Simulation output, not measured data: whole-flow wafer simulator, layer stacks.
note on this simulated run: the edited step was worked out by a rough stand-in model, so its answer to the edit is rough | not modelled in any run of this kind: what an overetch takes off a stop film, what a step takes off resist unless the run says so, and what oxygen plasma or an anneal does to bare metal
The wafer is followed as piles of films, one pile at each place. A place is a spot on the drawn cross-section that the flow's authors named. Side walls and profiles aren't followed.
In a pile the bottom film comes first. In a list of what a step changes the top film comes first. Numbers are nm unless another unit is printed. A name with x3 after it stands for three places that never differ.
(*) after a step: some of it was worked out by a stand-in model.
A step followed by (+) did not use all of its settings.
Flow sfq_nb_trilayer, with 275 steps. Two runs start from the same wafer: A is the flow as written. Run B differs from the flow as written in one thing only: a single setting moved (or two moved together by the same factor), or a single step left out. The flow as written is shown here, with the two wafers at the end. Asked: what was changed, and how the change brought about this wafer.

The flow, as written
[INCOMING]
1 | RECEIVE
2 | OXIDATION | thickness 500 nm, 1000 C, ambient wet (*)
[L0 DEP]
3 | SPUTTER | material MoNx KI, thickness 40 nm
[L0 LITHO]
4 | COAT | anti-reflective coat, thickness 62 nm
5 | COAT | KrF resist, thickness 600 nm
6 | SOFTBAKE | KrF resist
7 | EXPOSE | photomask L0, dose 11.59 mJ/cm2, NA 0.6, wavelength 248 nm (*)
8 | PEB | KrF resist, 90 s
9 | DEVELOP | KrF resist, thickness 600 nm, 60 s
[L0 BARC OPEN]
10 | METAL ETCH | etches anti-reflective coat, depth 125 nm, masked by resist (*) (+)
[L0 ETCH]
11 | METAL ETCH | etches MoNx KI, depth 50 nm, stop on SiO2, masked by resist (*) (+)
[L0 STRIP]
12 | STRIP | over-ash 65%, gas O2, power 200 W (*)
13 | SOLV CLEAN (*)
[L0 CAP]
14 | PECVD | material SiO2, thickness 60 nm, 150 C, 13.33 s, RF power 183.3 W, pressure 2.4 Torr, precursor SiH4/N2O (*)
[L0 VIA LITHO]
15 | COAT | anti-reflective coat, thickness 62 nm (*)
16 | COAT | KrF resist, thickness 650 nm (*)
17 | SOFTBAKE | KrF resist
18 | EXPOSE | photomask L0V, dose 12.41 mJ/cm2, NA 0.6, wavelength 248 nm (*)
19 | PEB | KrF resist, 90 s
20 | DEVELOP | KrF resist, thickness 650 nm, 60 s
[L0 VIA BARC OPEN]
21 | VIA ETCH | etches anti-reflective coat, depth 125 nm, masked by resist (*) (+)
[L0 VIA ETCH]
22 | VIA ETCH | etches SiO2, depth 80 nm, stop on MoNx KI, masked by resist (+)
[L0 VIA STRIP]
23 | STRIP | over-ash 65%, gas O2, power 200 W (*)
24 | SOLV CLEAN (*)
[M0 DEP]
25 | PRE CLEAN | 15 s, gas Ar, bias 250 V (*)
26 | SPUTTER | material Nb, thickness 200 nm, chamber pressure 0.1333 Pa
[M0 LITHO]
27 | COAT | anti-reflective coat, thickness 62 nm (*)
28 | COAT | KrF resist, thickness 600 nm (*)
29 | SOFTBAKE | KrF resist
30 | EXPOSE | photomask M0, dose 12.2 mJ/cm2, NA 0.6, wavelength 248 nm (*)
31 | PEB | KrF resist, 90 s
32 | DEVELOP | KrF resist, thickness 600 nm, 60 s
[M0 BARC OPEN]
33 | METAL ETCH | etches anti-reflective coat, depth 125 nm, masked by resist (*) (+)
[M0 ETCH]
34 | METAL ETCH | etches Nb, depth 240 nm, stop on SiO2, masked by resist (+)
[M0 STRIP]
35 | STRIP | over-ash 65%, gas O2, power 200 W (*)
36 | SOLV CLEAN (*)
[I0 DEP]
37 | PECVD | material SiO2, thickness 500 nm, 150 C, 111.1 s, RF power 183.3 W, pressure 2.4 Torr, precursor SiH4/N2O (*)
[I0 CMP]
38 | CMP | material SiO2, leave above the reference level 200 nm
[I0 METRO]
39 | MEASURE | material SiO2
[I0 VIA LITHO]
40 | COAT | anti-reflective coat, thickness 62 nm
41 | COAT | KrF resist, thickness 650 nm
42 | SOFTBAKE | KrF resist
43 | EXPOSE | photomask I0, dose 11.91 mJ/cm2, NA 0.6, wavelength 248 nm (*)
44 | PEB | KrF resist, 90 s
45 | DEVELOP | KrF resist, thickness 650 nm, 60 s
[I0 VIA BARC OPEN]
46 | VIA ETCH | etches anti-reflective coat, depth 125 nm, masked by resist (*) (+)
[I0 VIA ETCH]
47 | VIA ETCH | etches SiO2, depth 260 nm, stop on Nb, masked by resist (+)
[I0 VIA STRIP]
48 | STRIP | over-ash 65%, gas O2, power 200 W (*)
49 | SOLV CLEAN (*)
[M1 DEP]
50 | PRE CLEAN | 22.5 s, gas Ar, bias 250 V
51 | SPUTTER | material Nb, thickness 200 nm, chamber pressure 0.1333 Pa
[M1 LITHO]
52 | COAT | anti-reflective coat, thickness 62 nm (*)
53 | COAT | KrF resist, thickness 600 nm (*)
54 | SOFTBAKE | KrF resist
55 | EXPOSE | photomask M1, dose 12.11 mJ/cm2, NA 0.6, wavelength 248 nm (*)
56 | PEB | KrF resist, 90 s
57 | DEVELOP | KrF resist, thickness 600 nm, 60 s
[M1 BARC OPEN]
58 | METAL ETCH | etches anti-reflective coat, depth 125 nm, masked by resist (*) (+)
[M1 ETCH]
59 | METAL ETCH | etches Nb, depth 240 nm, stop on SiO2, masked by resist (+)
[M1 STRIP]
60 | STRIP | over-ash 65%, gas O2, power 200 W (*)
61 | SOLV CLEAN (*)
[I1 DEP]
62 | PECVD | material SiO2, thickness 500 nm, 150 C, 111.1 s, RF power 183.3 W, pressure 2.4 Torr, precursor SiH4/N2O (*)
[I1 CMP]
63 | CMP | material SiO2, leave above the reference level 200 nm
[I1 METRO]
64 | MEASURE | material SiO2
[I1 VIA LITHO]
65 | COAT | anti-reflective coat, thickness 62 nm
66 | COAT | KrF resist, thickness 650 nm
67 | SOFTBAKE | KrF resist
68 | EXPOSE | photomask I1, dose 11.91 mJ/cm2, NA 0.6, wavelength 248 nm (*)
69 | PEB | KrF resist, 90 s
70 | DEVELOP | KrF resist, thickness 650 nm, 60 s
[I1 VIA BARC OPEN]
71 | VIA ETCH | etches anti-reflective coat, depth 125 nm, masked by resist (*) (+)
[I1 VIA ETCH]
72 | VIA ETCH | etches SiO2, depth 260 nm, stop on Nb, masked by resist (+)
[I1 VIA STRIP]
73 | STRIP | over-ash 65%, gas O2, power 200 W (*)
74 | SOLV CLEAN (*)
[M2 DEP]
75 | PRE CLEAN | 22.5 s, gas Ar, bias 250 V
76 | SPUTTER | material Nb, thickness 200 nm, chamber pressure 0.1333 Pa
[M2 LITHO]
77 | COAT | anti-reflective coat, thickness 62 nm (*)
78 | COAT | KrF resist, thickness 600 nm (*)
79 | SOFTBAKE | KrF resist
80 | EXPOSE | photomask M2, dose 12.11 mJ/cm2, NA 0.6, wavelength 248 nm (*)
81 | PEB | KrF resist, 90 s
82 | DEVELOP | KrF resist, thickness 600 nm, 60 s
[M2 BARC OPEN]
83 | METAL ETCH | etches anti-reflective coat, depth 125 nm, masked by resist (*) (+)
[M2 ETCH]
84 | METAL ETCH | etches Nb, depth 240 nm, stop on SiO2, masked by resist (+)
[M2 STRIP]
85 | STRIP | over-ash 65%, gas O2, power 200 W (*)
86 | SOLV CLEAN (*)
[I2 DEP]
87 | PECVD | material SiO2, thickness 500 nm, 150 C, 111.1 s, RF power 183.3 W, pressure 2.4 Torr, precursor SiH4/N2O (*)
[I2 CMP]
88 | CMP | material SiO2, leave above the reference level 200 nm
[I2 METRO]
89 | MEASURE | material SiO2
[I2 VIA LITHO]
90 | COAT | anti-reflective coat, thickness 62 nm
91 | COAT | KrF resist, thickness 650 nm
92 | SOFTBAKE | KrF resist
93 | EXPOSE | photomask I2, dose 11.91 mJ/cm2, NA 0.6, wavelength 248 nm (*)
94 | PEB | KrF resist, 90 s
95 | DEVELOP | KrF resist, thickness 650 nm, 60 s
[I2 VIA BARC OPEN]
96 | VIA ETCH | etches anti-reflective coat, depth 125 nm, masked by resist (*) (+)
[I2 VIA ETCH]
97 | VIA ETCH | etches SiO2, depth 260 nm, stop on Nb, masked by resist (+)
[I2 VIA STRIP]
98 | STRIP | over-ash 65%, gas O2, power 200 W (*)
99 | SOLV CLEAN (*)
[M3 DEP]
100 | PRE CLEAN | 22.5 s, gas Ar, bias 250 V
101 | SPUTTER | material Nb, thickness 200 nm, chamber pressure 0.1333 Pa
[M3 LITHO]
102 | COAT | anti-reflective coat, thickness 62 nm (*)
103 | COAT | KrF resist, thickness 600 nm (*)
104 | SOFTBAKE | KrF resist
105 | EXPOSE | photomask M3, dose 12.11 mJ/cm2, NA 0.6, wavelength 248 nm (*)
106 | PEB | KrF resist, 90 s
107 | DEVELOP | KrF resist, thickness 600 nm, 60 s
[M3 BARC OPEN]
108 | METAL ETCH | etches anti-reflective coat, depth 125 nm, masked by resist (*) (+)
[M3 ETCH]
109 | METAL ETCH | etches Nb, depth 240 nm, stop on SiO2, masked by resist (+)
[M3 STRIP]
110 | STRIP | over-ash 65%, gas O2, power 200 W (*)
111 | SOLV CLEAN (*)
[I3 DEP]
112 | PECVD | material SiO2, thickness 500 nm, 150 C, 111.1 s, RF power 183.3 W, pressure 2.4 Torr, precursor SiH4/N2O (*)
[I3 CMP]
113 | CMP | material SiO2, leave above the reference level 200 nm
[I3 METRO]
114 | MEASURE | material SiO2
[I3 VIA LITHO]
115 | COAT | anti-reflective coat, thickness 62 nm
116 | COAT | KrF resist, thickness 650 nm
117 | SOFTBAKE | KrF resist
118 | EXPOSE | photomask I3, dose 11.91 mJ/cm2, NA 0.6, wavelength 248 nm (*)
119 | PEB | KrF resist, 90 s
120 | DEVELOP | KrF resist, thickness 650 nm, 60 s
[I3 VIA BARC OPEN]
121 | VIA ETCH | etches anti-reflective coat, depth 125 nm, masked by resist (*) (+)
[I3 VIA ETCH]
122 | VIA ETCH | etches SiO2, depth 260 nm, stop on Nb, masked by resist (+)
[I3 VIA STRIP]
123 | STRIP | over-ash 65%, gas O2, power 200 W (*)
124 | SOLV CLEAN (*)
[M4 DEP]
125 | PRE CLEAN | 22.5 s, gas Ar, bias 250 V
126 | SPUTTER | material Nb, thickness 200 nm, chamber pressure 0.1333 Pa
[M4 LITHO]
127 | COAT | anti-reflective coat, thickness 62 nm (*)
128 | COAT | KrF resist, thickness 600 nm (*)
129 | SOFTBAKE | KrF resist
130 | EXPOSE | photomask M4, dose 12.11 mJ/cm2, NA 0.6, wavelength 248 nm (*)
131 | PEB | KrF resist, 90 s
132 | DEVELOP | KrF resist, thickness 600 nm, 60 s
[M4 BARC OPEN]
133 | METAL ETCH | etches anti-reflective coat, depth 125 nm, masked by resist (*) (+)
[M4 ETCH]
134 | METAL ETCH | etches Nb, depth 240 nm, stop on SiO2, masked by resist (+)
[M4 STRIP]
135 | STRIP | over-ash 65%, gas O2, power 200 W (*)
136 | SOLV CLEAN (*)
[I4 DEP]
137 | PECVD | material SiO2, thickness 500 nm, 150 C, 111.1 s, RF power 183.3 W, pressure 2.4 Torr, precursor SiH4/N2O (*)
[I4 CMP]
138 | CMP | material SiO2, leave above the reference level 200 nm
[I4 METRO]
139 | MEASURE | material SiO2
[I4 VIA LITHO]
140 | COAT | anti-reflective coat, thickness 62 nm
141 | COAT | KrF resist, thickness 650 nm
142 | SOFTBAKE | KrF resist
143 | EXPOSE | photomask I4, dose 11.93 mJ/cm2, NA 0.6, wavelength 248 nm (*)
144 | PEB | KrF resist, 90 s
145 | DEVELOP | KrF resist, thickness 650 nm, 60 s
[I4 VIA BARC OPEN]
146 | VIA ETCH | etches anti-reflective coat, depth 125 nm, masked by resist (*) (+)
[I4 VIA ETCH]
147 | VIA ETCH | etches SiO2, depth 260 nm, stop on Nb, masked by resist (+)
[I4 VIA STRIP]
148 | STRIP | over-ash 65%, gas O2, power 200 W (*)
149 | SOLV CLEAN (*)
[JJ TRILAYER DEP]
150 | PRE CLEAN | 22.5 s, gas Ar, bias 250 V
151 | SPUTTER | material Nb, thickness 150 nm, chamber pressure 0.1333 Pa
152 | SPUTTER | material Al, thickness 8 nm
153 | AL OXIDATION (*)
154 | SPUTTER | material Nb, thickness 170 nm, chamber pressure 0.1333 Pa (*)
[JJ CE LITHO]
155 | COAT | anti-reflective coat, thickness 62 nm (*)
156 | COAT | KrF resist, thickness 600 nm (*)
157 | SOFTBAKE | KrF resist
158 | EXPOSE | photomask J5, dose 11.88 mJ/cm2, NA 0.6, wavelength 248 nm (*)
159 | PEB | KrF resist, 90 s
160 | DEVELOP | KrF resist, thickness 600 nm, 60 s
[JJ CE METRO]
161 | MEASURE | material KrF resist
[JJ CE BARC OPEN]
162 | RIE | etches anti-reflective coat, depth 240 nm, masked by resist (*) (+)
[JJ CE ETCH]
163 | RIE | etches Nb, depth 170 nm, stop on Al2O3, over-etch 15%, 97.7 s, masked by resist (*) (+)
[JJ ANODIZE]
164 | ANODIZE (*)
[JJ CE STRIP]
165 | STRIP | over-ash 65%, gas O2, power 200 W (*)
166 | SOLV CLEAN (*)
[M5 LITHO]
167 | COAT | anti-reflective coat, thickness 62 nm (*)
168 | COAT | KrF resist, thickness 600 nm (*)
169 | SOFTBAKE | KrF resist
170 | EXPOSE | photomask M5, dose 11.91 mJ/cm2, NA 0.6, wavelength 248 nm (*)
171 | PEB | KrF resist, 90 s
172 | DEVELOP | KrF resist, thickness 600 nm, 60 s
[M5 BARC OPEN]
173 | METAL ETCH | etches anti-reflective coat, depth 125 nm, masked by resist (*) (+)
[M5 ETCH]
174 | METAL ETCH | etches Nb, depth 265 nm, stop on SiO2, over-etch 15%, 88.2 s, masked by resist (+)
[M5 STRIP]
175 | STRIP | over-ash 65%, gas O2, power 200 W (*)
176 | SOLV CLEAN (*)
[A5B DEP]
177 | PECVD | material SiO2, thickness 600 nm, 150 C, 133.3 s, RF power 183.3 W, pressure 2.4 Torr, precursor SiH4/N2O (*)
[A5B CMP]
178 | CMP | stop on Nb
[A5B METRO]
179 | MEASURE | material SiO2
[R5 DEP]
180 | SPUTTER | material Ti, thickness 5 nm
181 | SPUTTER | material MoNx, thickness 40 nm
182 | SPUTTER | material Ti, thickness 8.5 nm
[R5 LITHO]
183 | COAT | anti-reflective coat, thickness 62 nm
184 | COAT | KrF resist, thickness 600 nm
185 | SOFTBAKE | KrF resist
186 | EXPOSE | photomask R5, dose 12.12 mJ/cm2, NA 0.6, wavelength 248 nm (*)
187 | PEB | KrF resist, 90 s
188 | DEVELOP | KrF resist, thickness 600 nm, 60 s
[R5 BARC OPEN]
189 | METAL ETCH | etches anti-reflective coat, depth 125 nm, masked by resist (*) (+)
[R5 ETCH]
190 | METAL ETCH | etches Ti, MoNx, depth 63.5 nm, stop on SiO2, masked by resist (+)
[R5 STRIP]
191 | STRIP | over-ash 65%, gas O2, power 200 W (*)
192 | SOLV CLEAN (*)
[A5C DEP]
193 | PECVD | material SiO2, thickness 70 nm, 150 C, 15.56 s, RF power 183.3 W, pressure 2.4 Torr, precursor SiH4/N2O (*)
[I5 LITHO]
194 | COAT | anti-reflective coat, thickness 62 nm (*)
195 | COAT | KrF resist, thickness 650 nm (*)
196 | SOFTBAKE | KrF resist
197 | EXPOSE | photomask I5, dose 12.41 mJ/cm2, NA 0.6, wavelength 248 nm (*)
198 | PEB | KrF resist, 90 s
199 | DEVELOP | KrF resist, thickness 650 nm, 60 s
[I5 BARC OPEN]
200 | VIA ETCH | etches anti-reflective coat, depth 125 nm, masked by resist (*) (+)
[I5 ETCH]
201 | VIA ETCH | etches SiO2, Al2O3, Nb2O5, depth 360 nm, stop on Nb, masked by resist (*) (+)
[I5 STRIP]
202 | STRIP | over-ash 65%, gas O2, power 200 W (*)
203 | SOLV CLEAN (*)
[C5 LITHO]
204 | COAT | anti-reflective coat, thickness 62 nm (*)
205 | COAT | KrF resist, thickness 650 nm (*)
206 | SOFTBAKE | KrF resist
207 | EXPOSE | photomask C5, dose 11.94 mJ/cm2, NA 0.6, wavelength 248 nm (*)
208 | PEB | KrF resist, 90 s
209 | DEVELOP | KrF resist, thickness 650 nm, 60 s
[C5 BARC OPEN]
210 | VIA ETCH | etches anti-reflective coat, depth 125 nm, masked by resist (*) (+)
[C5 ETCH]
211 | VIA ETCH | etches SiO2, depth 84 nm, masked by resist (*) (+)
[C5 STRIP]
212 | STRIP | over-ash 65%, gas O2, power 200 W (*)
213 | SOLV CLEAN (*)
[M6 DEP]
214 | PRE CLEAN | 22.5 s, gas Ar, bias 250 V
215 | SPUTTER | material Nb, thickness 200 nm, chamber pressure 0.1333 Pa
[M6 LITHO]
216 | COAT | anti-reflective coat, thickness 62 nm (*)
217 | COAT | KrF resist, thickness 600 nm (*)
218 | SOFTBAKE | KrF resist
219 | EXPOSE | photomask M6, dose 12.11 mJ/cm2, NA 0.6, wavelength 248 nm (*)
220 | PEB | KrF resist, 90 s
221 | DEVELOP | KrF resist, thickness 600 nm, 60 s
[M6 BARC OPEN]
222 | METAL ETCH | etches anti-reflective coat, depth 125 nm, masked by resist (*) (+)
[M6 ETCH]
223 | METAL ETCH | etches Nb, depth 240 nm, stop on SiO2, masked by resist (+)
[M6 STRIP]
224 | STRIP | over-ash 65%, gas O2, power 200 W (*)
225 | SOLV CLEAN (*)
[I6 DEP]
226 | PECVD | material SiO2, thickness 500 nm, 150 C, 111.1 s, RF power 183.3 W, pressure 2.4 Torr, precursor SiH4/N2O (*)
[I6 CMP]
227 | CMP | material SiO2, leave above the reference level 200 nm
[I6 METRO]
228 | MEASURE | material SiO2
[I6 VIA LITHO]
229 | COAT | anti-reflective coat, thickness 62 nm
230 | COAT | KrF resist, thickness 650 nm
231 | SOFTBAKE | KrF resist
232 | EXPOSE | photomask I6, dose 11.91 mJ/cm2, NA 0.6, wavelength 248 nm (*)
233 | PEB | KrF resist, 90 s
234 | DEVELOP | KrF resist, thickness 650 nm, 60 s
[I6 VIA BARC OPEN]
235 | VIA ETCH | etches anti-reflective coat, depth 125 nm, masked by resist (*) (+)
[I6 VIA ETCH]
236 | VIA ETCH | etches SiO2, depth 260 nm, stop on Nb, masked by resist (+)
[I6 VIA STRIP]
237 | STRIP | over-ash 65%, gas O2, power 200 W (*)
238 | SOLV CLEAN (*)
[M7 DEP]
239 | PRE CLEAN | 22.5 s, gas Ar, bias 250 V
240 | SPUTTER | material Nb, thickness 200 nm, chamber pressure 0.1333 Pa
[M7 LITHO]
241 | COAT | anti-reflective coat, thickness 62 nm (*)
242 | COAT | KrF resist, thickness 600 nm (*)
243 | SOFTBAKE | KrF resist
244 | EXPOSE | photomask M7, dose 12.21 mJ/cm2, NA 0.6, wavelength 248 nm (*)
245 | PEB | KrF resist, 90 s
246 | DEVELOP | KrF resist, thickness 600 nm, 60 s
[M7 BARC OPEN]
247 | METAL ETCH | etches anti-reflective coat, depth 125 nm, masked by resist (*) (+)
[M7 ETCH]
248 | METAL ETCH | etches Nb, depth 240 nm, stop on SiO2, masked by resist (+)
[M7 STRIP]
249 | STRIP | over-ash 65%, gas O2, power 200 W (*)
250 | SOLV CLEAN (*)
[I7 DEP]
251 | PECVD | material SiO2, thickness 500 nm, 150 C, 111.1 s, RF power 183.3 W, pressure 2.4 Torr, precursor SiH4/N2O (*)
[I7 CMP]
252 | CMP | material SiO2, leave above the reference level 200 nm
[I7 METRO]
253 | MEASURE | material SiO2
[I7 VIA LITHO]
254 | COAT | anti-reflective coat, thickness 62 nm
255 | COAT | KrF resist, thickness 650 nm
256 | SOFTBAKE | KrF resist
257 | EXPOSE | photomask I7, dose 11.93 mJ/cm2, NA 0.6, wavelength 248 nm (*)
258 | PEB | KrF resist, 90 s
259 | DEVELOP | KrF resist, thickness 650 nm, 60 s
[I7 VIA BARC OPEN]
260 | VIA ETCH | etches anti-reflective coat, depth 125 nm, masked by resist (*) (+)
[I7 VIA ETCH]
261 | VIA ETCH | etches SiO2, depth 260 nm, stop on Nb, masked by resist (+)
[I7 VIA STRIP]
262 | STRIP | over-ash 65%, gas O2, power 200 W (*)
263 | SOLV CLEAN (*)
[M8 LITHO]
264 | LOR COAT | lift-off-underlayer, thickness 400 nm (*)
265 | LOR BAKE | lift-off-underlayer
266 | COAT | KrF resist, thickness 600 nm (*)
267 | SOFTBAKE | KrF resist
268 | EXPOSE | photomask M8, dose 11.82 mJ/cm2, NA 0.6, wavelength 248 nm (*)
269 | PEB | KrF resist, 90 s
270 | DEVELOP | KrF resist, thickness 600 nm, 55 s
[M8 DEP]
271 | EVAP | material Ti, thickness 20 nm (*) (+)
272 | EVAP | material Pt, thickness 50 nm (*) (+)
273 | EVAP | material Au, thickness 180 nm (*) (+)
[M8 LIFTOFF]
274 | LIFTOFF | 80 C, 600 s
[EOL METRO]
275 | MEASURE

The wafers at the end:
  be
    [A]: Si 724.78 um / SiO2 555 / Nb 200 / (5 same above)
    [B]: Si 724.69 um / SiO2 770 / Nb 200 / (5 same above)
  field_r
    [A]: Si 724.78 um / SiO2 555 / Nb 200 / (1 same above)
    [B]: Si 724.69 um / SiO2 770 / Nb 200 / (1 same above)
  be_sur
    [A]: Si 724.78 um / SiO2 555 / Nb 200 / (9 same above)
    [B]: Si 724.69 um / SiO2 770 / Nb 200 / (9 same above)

Cause: step 2, OXIDATION: thickness 715 nm was run, whereas the flow has thickness 500 nm.

The path from the change to this, step by step:
  2 | OXIDATION | thickness 500 nm, 1000 C, ambient wet (*)
      field_l, v_sur, via_wl and 103 more: A +500 SiO2 (new film), -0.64 chemical SiO2 (all of it), -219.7 Si | B +715 SiO2 (new film), -0.64 chemical SiO2 (all of it), -314.3 Si
